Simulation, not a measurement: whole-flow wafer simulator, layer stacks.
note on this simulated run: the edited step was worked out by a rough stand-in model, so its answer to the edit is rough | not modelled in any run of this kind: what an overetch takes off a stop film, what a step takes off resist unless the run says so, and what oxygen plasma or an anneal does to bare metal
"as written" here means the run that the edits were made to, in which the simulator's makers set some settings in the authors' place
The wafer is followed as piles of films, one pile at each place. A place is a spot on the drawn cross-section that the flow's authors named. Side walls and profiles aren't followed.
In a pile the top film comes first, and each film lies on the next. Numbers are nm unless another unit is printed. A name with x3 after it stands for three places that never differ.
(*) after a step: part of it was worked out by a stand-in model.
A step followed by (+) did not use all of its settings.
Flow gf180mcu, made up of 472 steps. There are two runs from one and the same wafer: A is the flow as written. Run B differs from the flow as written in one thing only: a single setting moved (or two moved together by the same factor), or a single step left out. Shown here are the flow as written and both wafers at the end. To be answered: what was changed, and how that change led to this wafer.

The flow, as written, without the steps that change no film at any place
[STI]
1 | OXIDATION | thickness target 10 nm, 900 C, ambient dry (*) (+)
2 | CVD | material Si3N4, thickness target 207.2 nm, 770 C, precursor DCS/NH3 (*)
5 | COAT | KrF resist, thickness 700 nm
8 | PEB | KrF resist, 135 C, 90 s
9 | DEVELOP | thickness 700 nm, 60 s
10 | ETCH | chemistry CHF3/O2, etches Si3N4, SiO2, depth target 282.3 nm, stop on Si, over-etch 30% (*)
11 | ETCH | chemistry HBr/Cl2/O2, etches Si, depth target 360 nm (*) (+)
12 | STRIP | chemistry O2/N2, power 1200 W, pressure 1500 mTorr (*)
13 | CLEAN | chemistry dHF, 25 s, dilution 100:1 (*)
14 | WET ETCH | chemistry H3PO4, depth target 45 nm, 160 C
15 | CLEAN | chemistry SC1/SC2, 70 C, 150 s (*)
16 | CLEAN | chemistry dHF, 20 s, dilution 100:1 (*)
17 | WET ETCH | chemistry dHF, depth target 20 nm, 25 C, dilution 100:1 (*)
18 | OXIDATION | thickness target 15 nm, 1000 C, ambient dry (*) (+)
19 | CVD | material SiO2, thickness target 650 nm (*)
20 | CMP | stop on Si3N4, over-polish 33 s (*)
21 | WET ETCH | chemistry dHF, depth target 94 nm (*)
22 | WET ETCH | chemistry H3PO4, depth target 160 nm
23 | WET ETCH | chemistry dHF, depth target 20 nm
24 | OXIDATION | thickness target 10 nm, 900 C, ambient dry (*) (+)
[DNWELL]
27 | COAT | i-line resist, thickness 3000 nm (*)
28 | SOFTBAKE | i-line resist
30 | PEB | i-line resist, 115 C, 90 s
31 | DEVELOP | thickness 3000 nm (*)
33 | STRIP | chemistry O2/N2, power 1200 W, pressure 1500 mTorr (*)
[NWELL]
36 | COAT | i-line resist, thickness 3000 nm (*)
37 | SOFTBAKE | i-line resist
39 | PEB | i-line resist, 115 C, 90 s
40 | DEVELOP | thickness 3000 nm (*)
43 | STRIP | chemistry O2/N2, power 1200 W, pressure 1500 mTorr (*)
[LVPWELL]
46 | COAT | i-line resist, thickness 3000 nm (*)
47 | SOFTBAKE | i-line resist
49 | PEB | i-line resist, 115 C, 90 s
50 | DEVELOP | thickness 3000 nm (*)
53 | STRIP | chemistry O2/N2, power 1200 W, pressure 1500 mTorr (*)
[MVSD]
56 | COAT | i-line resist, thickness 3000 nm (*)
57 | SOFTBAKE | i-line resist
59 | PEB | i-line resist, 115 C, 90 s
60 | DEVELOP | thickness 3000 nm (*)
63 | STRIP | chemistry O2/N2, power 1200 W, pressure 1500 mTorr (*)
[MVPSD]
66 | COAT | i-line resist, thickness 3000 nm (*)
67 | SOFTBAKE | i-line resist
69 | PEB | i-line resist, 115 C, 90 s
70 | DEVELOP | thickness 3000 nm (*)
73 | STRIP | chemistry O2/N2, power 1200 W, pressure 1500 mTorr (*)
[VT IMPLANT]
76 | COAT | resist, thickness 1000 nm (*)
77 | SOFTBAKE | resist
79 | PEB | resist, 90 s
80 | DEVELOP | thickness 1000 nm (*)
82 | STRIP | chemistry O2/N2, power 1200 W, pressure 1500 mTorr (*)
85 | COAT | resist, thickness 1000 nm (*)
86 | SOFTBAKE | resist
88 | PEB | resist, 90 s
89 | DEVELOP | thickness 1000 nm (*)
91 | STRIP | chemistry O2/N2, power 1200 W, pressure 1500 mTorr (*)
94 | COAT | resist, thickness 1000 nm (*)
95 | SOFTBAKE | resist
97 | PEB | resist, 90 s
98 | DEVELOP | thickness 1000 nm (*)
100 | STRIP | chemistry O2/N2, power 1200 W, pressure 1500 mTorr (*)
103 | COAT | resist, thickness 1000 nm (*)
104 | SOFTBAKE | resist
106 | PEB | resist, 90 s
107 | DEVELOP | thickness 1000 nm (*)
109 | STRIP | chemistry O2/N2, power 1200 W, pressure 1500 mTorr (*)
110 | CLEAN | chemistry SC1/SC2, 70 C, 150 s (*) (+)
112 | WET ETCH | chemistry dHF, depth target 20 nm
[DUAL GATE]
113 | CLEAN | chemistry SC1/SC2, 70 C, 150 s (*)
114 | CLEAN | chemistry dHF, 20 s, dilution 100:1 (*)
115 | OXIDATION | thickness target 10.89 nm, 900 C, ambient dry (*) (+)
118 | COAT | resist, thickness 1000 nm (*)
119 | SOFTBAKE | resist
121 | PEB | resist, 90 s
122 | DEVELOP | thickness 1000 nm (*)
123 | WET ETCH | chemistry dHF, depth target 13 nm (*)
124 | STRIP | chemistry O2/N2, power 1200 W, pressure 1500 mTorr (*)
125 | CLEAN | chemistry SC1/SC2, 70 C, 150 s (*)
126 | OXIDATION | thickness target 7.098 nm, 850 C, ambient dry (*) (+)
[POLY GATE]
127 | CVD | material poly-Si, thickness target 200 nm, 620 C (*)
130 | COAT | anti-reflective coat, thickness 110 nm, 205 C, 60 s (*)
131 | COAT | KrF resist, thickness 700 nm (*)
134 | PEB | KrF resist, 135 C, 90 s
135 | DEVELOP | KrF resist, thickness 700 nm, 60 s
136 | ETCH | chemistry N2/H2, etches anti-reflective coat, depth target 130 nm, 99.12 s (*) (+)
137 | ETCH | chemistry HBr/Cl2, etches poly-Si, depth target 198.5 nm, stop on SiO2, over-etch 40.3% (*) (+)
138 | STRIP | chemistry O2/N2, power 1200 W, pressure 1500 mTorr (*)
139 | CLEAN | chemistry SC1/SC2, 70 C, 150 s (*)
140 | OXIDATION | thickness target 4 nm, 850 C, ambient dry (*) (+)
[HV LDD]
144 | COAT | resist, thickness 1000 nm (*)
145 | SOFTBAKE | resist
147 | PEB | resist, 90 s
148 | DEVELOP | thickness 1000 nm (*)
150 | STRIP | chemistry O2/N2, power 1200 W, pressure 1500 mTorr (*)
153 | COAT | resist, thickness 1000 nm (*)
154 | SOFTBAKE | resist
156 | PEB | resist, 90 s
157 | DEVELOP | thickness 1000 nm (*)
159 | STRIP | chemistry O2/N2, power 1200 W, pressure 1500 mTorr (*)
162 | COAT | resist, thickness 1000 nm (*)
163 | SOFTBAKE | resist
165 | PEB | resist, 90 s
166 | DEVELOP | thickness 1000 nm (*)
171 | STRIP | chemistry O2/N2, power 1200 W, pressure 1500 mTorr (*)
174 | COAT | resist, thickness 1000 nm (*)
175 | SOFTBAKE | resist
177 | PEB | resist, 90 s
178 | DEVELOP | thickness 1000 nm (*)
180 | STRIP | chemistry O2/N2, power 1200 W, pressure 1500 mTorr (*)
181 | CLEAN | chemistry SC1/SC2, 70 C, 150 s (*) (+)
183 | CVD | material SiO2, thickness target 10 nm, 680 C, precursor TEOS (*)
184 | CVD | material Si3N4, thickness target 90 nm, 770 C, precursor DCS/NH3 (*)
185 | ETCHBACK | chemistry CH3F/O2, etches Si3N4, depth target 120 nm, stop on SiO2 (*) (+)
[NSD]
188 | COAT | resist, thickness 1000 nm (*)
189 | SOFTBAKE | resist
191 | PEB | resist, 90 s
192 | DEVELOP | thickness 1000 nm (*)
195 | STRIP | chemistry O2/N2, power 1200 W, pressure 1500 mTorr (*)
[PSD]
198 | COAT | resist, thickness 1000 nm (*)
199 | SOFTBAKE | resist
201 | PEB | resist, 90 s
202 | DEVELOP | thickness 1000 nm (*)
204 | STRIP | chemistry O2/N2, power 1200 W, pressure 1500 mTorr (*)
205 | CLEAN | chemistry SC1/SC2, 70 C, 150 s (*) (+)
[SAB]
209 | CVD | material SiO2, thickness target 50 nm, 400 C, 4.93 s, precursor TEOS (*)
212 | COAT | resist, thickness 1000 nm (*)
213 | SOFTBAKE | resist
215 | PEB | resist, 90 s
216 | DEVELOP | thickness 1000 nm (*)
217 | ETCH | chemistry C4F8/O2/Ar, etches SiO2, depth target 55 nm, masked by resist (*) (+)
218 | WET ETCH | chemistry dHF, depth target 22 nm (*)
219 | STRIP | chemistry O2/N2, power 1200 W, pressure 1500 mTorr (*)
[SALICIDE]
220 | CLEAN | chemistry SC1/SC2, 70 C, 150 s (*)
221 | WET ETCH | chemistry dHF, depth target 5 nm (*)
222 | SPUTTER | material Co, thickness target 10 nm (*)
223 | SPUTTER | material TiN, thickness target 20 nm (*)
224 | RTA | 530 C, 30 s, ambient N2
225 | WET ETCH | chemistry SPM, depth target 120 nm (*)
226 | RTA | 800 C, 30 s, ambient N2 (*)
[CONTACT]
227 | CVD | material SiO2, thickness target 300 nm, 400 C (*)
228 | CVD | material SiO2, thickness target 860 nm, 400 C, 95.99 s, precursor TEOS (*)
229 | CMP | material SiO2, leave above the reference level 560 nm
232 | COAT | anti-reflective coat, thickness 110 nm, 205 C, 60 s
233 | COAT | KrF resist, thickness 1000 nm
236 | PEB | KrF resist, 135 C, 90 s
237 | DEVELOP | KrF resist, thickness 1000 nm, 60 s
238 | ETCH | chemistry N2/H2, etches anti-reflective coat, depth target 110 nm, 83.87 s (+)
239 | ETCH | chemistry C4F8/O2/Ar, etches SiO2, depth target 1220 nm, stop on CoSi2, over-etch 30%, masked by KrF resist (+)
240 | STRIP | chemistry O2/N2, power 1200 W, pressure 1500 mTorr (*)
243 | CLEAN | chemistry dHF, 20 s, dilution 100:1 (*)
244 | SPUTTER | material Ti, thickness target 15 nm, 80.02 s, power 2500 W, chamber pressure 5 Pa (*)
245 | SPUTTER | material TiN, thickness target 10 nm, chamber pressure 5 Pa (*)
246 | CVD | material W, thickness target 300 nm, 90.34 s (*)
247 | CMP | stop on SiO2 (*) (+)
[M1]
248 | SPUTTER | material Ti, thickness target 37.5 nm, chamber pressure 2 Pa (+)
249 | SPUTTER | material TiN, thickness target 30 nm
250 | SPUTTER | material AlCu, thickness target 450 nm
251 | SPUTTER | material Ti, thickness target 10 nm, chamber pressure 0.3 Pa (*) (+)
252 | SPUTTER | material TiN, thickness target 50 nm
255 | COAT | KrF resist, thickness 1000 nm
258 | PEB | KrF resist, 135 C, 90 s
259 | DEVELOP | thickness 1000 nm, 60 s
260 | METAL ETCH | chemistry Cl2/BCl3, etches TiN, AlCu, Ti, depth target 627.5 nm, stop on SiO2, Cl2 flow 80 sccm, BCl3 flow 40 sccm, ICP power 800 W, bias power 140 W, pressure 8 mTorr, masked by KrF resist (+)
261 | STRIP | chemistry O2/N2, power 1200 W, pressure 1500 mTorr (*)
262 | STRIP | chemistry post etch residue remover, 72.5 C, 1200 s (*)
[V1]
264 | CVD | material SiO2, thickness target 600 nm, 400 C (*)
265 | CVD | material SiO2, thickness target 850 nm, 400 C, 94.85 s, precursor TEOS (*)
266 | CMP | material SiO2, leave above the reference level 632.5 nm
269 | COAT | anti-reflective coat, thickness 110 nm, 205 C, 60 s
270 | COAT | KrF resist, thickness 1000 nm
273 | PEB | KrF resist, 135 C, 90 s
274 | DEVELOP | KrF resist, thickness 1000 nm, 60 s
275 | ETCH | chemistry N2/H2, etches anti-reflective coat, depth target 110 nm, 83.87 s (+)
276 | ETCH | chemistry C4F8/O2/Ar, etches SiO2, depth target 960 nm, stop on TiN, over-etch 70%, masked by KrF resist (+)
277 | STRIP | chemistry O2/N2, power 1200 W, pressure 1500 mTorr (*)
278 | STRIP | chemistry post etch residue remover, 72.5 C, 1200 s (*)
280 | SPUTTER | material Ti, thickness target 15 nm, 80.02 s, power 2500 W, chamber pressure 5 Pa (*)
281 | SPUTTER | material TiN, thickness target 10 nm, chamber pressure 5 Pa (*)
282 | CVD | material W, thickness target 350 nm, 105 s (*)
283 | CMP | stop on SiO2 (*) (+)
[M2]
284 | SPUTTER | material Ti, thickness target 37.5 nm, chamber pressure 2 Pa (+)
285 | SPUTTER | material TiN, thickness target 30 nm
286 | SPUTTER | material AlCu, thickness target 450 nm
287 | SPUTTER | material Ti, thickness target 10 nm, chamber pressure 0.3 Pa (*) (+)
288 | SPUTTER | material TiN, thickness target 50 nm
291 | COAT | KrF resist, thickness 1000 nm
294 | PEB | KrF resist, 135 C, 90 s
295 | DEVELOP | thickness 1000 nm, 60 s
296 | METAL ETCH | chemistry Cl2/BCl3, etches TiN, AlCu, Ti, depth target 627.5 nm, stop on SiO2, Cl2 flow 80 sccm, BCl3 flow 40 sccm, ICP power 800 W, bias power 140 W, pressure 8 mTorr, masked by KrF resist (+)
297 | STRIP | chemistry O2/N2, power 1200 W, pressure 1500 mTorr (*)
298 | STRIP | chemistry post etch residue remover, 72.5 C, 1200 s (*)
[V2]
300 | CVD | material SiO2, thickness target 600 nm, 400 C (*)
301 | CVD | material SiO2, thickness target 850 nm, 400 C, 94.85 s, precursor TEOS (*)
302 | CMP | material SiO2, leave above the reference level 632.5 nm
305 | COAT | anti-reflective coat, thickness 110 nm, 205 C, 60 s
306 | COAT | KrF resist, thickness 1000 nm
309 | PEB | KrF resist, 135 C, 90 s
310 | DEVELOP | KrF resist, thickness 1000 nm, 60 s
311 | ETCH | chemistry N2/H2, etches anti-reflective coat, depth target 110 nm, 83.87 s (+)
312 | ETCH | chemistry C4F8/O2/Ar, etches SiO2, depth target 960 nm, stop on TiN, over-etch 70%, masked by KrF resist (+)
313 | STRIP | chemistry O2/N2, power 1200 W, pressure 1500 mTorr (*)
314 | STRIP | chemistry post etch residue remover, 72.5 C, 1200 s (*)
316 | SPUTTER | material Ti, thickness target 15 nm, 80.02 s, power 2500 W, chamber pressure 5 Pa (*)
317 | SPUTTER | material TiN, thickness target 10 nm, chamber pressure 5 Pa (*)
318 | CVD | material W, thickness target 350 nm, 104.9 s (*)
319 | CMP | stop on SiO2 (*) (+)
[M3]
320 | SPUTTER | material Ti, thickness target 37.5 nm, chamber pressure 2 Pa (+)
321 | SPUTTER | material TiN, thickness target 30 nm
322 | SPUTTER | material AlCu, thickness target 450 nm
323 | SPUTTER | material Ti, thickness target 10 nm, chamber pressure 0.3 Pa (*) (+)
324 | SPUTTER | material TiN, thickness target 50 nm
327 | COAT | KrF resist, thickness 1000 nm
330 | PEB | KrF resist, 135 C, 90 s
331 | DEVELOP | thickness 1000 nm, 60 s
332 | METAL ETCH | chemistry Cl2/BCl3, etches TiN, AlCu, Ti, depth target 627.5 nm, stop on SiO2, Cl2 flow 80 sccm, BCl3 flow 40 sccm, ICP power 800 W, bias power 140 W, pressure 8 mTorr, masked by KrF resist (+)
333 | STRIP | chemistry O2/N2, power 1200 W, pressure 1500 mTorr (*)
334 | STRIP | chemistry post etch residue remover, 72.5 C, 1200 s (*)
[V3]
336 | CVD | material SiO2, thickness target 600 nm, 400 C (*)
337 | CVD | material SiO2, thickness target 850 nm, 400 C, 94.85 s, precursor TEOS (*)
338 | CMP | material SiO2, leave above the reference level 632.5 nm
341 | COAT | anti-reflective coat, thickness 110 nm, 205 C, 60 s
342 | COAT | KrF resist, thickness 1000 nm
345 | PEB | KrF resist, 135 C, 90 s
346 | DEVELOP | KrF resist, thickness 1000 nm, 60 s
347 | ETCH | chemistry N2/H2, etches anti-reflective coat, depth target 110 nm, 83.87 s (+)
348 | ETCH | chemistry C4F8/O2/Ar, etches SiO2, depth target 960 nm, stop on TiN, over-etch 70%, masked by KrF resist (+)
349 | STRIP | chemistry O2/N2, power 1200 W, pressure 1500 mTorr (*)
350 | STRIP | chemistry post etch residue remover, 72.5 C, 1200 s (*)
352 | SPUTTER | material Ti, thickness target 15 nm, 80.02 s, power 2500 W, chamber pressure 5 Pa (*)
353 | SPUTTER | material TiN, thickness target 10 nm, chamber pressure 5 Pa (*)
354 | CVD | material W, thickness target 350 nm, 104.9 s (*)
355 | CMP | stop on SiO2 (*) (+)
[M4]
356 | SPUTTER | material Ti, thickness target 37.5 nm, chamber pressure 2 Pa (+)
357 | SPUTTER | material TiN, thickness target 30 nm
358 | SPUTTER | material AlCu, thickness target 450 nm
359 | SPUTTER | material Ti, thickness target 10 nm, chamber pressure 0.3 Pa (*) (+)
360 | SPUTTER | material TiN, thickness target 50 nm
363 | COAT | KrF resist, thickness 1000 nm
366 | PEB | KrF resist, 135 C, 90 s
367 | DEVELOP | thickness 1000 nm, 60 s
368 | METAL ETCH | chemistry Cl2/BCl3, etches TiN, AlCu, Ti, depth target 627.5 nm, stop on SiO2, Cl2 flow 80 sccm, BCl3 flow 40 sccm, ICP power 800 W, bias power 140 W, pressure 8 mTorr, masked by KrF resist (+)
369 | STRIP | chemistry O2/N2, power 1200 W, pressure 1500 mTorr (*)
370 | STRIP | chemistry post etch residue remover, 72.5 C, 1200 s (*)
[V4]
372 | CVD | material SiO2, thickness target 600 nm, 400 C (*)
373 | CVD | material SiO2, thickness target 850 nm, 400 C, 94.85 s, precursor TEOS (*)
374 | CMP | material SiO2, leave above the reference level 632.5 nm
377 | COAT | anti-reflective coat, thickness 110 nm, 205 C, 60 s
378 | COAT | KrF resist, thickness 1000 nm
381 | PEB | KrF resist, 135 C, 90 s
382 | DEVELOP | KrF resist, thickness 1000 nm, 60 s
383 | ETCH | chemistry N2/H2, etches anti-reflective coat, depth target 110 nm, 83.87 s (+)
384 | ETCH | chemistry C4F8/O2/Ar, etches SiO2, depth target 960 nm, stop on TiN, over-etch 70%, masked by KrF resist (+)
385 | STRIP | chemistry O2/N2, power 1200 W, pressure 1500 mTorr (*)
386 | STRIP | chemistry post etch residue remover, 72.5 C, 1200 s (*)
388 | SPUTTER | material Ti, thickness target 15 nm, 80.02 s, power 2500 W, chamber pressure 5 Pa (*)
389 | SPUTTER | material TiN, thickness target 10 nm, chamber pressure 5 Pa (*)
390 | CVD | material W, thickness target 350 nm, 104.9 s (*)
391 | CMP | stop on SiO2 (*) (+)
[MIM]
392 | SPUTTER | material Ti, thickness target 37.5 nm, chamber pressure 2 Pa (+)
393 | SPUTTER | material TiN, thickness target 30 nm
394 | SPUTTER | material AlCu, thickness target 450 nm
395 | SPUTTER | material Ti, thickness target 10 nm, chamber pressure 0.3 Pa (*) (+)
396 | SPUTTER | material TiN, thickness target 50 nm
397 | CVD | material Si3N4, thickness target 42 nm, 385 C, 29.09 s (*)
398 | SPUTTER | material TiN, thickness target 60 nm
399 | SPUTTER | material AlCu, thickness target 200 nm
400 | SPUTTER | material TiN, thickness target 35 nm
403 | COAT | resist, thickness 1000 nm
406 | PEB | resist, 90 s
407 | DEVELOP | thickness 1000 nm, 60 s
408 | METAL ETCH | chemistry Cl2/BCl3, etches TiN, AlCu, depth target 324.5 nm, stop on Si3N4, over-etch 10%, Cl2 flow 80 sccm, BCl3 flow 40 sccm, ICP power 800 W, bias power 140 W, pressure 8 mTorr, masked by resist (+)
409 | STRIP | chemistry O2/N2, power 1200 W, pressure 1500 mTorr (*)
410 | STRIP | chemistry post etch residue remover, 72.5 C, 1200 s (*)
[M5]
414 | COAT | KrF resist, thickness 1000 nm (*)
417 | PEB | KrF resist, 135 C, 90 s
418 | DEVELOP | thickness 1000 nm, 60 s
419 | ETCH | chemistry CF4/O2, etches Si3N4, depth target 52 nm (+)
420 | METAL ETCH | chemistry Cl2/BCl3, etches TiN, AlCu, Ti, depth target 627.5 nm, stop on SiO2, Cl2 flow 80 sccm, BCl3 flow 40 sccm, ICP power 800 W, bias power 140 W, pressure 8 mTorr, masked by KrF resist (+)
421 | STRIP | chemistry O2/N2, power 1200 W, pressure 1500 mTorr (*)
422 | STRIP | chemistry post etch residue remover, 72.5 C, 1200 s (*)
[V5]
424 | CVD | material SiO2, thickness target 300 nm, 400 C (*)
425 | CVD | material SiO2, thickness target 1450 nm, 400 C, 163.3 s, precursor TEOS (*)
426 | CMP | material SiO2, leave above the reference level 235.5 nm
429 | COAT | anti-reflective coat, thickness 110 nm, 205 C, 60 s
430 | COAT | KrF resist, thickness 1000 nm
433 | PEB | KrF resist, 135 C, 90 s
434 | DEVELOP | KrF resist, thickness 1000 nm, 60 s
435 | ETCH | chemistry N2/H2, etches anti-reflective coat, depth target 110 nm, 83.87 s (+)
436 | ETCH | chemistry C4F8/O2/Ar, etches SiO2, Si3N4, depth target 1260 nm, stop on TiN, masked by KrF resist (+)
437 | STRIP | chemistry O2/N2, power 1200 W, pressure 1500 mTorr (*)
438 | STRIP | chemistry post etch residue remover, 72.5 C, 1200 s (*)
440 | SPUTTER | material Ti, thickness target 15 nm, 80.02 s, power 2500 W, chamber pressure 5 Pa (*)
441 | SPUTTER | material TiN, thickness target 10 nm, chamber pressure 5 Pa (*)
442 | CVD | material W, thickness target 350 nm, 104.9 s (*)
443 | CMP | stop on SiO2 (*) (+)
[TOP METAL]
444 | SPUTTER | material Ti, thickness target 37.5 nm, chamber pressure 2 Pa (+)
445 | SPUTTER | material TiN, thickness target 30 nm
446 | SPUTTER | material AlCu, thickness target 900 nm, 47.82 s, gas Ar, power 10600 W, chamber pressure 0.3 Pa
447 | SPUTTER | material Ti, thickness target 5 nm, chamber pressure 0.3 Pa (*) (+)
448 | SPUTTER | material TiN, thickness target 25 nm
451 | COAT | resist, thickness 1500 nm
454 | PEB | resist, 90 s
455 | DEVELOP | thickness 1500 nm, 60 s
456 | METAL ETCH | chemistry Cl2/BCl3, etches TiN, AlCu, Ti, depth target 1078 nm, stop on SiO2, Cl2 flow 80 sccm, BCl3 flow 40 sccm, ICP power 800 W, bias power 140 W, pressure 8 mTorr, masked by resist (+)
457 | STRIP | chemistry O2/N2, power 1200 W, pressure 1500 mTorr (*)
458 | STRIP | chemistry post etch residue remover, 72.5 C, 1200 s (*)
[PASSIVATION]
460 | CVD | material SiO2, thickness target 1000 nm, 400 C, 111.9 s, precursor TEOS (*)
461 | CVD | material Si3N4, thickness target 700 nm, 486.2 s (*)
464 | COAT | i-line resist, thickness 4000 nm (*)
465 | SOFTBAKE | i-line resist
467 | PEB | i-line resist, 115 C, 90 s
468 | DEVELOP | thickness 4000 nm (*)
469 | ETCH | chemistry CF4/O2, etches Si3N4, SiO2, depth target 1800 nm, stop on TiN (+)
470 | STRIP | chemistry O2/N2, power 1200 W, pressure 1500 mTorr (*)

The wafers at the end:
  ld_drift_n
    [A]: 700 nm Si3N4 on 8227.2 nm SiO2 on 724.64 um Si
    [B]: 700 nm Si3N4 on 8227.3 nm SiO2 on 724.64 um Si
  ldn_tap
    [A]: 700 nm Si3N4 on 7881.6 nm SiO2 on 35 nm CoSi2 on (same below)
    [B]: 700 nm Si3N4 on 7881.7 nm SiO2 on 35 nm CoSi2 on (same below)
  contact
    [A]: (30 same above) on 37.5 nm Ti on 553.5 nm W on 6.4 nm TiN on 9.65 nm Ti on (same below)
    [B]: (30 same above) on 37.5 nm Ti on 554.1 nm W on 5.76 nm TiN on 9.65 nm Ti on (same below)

The reason: step 317, SPUTTER: thickness target 9 nm was run, though the flow has thickness target 10 nm.

How this came from the change, step by step:
  317 | SPUTTER | material TiN, thickness target 10 nm, chamber pressure 5 Pa (*)
      field, field__w1, field__w2 and 107 more: A +10 TiN (new film) | B +9 TiN (new film)
      contact: A +6.4 TiN (new film) | B +5.76 TiN (new film)
  319 | CMP | stop on SiO2 (*) (+)
      field, field__w1, field__w2 and 107 more: A -350 W (all of it), -10 TiN (all of it), -15 Ti (all of it), -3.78 SiO2 | B -350 W (all of it), -9 TiN (all of it), -15 Ti (all of it), -3.77 SiO2
